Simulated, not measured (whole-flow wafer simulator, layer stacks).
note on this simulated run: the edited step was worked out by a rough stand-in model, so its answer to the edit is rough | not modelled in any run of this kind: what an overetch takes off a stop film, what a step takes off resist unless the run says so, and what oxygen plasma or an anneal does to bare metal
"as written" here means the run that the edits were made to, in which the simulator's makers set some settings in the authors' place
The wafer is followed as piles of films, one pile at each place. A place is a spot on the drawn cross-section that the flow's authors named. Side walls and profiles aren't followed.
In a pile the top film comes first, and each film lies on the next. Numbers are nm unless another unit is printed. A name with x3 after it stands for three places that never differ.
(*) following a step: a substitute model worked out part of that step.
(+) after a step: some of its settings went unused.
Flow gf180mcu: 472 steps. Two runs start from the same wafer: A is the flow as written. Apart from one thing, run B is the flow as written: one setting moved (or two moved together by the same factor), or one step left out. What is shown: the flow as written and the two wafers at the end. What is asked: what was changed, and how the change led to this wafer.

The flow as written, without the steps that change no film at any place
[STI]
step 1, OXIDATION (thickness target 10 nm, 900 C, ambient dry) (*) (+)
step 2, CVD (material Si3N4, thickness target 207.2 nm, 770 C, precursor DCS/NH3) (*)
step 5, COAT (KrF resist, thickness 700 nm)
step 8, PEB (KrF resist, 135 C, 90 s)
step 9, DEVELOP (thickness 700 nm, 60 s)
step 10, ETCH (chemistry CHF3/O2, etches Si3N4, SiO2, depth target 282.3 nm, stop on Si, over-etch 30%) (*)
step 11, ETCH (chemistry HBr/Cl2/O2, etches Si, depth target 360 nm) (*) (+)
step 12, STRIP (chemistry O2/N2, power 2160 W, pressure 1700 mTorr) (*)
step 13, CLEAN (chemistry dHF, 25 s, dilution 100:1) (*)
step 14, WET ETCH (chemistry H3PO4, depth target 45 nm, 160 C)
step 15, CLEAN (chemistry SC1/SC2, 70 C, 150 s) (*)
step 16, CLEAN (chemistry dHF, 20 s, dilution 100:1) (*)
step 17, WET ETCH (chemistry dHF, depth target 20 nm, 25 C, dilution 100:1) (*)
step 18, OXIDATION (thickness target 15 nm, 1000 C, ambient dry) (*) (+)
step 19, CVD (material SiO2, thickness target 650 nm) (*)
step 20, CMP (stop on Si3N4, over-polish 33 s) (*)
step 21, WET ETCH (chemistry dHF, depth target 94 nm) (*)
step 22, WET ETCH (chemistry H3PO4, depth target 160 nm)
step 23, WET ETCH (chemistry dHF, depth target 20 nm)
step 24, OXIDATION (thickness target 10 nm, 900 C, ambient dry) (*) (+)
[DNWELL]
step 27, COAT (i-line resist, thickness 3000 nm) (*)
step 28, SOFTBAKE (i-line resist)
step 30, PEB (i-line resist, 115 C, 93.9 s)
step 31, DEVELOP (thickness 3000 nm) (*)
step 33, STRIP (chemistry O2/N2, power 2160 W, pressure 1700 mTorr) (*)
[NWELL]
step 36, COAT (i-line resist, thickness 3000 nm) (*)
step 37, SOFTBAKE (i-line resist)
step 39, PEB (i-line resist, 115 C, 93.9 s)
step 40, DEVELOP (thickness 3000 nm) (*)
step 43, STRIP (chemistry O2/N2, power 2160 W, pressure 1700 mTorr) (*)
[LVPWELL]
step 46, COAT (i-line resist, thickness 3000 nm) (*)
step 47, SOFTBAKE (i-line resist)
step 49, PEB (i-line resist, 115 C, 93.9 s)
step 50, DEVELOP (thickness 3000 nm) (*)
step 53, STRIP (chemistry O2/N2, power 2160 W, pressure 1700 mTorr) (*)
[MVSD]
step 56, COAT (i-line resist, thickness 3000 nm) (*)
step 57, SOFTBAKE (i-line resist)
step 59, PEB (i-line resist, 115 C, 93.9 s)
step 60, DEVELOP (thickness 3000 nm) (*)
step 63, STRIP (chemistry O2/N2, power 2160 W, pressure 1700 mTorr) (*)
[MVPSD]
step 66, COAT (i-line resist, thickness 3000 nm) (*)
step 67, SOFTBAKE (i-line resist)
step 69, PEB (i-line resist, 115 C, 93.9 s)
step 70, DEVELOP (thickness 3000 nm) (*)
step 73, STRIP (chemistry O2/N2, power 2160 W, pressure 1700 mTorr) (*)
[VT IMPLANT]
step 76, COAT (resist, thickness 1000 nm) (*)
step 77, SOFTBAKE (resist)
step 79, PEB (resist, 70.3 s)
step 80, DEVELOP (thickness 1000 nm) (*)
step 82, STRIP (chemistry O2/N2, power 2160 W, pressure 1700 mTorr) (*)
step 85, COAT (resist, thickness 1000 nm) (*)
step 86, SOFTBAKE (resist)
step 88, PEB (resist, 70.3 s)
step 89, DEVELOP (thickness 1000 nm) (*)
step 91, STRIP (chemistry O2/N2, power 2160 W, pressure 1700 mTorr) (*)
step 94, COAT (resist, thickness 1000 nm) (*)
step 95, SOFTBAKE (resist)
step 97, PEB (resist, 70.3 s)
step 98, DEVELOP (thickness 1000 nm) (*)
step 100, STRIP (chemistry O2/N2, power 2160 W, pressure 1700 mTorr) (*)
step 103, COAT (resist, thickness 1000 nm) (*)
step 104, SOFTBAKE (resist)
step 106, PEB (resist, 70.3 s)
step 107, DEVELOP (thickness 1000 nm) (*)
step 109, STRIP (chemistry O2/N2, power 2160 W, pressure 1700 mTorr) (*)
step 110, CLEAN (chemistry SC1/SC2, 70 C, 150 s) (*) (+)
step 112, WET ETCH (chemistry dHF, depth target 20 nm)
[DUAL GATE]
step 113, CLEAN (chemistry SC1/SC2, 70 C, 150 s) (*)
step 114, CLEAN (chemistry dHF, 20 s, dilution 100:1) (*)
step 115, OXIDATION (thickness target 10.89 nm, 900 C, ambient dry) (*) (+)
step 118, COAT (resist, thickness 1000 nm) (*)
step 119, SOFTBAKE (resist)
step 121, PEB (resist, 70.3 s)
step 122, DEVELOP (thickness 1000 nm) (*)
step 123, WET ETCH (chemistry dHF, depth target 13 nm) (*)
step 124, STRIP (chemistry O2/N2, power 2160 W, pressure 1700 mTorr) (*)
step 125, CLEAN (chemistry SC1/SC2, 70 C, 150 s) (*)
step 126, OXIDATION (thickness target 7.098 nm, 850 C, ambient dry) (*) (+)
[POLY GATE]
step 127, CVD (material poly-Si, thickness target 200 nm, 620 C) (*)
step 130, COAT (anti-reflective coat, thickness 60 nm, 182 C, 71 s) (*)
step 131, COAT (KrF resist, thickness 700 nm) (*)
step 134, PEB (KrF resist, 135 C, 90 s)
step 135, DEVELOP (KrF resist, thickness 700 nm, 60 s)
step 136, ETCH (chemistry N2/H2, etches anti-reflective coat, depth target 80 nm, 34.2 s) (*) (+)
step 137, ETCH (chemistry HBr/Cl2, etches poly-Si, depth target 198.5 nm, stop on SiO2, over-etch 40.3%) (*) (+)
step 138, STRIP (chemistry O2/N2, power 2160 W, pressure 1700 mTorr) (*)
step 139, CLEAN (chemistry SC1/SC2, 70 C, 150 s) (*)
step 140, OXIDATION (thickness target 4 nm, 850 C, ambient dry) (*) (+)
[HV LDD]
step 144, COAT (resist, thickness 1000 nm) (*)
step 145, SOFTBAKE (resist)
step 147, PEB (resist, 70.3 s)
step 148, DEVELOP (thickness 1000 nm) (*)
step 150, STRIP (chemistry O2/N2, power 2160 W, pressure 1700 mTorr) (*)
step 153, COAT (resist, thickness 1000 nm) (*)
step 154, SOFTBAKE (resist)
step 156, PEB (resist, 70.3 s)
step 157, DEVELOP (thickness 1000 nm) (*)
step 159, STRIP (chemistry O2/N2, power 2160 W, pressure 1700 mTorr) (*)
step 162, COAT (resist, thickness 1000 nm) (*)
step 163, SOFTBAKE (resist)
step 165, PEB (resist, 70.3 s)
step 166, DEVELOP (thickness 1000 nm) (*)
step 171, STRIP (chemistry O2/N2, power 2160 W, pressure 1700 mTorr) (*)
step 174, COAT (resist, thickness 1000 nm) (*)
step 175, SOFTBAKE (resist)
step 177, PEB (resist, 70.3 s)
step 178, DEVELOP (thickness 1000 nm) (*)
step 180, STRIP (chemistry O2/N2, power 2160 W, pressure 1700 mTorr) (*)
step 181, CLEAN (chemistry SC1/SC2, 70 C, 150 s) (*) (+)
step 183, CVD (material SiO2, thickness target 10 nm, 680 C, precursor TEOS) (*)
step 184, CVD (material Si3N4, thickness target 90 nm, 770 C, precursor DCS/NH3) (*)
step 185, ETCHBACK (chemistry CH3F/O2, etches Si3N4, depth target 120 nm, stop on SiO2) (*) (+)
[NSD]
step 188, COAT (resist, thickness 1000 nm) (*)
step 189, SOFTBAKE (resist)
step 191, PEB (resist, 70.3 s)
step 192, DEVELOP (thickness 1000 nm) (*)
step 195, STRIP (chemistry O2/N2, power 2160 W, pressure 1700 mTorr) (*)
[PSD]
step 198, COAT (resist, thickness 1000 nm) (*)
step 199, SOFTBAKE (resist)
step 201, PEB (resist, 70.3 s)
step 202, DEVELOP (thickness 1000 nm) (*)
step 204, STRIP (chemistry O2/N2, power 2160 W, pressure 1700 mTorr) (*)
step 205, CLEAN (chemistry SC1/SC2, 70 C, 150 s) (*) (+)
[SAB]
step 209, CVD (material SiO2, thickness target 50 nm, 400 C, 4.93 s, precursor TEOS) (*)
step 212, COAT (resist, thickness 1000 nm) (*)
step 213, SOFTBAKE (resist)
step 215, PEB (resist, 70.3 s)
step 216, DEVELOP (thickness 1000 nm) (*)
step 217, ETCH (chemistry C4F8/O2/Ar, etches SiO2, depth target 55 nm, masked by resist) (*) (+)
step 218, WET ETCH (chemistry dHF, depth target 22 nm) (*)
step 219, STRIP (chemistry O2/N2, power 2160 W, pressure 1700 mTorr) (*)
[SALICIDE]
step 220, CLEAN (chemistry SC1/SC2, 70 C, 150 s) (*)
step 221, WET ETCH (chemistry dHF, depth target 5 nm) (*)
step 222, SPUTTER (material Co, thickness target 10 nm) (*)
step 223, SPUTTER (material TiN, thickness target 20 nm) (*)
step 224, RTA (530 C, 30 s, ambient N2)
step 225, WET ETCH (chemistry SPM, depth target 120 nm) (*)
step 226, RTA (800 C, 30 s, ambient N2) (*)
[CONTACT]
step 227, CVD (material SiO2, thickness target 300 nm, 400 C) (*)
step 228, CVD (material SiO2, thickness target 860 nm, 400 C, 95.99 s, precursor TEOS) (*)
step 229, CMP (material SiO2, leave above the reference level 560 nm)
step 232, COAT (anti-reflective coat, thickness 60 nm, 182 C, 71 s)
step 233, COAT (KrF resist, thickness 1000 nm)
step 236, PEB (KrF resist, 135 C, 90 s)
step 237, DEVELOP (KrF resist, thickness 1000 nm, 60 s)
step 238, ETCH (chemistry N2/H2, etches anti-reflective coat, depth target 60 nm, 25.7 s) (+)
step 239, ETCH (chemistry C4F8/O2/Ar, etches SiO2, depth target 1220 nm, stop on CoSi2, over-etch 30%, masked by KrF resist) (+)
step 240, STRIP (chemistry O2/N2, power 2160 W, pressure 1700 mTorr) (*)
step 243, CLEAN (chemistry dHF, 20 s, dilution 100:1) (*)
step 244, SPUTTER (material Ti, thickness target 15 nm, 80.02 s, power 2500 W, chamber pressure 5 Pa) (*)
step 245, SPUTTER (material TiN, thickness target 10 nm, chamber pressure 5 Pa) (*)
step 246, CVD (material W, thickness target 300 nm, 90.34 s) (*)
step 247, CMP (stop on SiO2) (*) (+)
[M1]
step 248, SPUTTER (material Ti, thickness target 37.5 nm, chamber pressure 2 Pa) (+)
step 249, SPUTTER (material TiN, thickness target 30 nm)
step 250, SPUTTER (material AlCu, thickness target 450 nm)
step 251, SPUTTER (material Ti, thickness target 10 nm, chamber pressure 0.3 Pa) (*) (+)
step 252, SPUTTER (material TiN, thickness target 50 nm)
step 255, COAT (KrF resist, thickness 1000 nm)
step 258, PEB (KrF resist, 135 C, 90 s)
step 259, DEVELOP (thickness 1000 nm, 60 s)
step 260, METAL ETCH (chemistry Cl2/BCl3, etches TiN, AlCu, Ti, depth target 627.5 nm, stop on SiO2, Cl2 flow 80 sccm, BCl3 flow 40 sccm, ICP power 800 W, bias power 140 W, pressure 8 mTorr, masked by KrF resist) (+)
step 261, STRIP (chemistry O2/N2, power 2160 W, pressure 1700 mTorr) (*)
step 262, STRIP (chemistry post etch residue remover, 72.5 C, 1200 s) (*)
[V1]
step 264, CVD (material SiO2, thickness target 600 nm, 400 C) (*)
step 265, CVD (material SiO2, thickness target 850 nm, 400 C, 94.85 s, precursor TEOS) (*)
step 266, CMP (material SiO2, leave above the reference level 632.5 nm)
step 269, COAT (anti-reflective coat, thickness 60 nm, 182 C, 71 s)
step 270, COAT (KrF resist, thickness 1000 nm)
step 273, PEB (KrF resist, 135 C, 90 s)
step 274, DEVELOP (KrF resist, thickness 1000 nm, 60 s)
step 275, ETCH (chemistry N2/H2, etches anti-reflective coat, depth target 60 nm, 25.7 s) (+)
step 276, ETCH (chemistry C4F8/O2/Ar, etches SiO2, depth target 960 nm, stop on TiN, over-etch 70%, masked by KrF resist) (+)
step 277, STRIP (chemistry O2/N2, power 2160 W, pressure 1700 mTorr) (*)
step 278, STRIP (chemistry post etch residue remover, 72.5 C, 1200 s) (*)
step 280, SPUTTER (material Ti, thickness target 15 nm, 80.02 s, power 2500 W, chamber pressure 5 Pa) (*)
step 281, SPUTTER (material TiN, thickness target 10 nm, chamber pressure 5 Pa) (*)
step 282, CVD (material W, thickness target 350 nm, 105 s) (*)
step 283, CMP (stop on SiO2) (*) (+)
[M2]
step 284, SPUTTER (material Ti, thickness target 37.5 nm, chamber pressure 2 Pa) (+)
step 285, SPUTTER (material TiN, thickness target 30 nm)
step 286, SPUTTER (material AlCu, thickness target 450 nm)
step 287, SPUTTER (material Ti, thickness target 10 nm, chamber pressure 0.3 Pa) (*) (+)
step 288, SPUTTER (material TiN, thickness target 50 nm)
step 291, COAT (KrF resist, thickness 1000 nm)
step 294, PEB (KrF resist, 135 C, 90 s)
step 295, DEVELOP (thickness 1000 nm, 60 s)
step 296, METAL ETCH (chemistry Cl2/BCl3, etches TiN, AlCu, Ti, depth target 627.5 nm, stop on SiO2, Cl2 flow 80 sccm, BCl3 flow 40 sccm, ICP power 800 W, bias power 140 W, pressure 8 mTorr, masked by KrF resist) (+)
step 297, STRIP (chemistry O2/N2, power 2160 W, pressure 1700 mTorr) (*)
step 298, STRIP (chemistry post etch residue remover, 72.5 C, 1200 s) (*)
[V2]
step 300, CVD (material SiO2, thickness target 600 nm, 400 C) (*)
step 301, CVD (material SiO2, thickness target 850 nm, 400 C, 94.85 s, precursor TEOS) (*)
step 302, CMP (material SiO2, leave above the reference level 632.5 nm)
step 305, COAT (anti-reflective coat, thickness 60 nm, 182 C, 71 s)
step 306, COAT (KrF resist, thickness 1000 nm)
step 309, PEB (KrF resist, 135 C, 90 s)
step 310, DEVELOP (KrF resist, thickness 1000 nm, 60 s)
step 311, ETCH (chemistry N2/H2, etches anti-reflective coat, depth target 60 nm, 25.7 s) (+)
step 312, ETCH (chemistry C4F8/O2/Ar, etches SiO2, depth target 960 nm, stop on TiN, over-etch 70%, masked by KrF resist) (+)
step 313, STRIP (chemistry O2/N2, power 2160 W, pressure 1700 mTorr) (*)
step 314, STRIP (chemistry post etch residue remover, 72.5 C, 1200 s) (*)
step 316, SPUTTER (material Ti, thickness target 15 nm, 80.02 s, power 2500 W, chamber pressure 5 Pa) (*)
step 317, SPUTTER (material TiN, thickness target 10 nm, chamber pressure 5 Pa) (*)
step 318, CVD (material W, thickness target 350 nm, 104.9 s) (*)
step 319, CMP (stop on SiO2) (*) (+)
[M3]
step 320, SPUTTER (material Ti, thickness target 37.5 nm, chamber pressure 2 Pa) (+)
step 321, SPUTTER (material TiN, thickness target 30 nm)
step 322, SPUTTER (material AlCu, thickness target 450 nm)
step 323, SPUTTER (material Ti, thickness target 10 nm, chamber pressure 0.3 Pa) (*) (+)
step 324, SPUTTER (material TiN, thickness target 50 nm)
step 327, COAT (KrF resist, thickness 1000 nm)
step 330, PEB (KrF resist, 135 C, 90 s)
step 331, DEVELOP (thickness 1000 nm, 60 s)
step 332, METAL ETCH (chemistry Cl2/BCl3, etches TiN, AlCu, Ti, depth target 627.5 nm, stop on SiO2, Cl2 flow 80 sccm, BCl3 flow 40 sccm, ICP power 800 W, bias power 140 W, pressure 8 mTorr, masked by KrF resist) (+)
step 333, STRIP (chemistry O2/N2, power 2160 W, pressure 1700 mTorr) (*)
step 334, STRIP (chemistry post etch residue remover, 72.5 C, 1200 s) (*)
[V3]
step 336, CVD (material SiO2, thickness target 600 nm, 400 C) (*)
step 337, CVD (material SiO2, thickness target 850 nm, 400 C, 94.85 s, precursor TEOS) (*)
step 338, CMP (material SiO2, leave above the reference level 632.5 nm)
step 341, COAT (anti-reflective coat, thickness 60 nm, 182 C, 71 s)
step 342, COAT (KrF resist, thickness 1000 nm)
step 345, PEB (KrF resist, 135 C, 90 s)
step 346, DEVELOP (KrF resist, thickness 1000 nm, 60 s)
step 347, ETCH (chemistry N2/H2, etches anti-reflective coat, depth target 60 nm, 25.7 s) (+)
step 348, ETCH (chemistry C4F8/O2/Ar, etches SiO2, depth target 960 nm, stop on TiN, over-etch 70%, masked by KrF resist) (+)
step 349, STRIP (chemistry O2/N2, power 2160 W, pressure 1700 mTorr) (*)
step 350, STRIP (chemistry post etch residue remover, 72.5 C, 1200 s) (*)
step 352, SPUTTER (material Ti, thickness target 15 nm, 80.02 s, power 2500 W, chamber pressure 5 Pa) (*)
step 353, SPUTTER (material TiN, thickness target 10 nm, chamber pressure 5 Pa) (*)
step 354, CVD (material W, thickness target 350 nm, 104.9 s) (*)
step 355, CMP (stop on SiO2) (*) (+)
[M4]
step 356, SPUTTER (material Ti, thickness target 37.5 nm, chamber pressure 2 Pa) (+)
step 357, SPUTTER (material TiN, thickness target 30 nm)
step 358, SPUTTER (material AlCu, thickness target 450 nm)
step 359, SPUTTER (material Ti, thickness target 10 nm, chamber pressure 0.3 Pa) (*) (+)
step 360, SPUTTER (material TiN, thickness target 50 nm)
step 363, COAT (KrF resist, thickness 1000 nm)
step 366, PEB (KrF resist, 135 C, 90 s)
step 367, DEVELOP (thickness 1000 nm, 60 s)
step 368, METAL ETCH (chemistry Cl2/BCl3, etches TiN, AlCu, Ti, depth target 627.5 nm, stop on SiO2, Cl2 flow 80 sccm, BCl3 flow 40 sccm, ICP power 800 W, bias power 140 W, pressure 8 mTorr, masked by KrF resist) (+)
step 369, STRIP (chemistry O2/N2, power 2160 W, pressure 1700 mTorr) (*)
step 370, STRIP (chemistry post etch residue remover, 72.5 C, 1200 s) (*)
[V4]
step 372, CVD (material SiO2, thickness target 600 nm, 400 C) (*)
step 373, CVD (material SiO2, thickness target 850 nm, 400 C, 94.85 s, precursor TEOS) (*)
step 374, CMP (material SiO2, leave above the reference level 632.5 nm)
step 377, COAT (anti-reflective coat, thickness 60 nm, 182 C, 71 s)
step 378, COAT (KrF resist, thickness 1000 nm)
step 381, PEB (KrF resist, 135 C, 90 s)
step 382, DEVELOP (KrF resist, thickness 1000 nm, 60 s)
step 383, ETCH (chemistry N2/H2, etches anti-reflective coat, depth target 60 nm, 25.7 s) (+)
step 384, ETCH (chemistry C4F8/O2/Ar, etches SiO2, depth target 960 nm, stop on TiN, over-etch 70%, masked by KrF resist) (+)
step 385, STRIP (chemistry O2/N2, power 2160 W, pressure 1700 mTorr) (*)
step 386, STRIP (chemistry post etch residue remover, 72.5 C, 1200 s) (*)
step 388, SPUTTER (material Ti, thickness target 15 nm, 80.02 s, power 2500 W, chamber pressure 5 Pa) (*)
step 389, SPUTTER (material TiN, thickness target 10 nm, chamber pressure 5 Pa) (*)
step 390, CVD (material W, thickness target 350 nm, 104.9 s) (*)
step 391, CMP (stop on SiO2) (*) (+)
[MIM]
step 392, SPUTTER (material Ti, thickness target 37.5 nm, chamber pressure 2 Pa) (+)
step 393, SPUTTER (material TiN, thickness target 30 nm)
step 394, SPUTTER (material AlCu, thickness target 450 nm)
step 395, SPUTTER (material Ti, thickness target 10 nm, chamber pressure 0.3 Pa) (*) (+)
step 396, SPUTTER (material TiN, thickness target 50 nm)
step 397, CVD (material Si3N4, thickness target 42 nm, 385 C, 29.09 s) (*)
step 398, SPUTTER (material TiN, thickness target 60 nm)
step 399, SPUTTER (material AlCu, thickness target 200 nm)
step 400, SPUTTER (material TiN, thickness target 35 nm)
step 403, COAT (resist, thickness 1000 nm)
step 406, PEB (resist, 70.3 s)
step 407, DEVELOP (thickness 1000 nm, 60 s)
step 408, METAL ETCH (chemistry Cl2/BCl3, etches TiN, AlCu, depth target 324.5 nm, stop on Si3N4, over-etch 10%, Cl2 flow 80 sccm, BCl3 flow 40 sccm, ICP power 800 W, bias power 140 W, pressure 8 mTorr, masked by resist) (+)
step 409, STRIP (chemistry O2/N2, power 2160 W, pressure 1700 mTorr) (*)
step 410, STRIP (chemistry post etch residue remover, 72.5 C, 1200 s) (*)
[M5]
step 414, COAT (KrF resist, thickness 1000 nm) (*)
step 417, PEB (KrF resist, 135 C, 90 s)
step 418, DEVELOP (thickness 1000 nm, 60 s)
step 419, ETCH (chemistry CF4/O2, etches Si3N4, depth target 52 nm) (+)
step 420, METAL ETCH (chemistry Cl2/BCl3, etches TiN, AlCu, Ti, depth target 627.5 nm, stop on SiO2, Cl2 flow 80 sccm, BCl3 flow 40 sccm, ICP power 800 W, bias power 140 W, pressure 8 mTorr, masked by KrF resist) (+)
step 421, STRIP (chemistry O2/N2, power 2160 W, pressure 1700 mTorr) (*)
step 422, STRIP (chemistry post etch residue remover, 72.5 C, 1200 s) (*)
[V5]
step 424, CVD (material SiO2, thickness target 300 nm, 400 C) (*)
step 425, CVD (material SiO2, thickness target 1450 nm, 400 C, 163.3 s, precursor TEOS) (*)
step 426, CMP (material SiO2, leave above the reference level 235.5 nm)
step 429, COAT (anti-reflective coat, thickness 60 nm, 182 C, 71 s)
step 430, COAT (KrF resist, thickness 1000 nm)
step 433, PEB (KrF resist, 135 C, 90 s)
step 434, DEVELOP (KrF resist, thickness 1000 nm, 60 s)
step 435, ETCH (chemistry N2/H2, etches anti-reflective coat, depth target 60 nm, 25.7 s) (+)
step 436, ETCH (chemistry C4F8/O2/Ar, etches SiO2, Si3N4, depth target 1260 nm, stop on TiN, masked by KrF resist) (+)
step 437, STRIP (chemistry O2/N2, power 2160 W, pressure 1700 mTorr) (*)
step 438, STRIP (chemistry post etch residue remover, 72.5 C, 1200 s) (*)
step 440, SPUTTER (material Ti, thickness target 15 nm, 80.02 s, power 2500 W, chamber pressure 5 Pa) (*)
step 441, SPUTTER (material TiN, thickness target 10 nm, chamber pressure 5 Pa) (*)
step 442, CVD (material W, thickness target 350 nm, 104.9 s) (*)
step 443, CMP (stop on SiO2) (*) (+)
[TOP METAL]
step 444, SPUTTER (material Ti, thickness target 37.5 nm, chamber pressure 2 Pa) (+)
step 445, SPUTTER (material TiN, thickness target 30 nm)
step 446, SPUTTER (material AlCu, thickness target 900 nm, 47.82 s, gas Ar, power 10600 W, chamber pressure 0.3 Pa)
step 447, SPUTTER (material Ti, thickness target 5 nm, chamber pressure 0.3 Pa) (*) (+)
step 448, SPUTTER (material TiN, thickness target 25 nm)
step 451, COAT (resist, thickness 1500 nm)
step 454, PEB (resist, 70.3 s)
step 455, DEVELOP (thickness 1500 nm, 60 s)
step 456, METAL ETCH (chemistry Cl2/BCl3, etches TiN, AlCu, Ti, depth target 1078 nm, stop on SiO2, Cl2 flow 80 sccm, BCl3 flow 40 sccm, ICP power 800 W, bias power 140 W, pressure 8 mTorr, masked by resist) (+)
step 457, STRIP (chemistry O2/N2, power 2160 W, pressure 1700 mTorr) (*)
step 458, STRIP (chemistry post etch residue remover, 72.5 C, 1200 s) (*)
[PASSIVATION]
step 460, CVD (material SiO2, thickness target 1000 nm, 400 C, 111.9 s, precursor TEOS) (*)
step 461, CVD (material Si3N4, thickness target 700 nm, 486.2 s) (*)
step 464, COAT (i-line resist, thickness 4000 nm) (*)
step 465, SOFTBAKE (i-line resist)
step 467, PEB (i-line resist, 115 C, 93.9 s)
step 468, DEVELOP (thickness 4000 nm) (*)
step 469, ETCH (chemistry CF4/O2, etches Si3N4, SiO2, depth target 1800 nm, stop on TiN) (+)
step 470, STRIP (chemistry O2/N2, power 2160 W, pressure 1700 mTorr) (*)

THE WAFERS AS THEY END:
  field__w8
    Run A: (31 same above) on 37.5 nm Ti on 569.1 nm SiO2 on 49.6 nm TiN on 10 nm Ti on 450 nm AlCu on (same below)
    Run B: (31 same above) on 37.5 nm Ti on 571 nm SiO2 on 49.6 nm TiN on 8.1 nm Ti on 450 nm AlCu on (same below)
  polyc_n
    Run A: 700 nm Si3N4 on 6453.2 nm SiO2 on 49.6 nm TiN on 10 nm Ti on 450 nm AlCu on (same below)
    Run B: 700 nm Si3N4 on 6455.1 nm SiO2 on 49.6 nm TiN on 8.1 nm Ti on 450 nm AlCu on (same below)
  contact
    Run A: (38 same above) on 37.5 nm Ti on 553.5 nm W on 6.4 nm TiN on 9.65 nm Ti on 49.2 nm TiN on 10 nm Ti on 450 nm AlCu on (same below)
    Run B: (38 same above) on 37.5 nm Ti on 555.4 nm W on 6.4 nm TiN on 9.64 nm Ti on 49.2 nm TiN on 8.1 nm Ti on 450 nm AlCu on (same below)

What caused this: step 251, SPUTTER: thickness target 8.1 nm was run, though the flow has thickness target 10 nm.
One can read it off the wafer: field__w8 has Ti 8.1, and step 251 as written asks for 10 nm.

How this came from the change, step by step:
  step 251, SPUTTER (material Ti, thickness target 10 nm, chamber pressure 0.3 Pa) (*) (+)
      field, field__w1, field__w2 and 108 more: A +10 Ti (new film) | B +8.1 Ti (new film)
  step 260, METAL ETCH (chemistry Cl2/BCl3, etches TiN, AlCu, Ti, depth target 627.5 nm, stop on SiO2, Cl2 flow 80 sccm, BCl3 flow 40 sccm, ICP power 800 W, bias power 140 W, pressure 8 mTorr, masked by KrF resist) (+)
      field, field__w1, field__w2 and 99 more: A -50 TiN (all of it), -10 Ti (all of it), -450 AlCu (all of it), -30 TiN (all of it), -37.5 Ti (all of it) | B -50 TiN (all of it), -8.1 Ti (all of it), -450 AlCu (all of it), -30 TiN (all of it), -37.5 Ti (all of it)
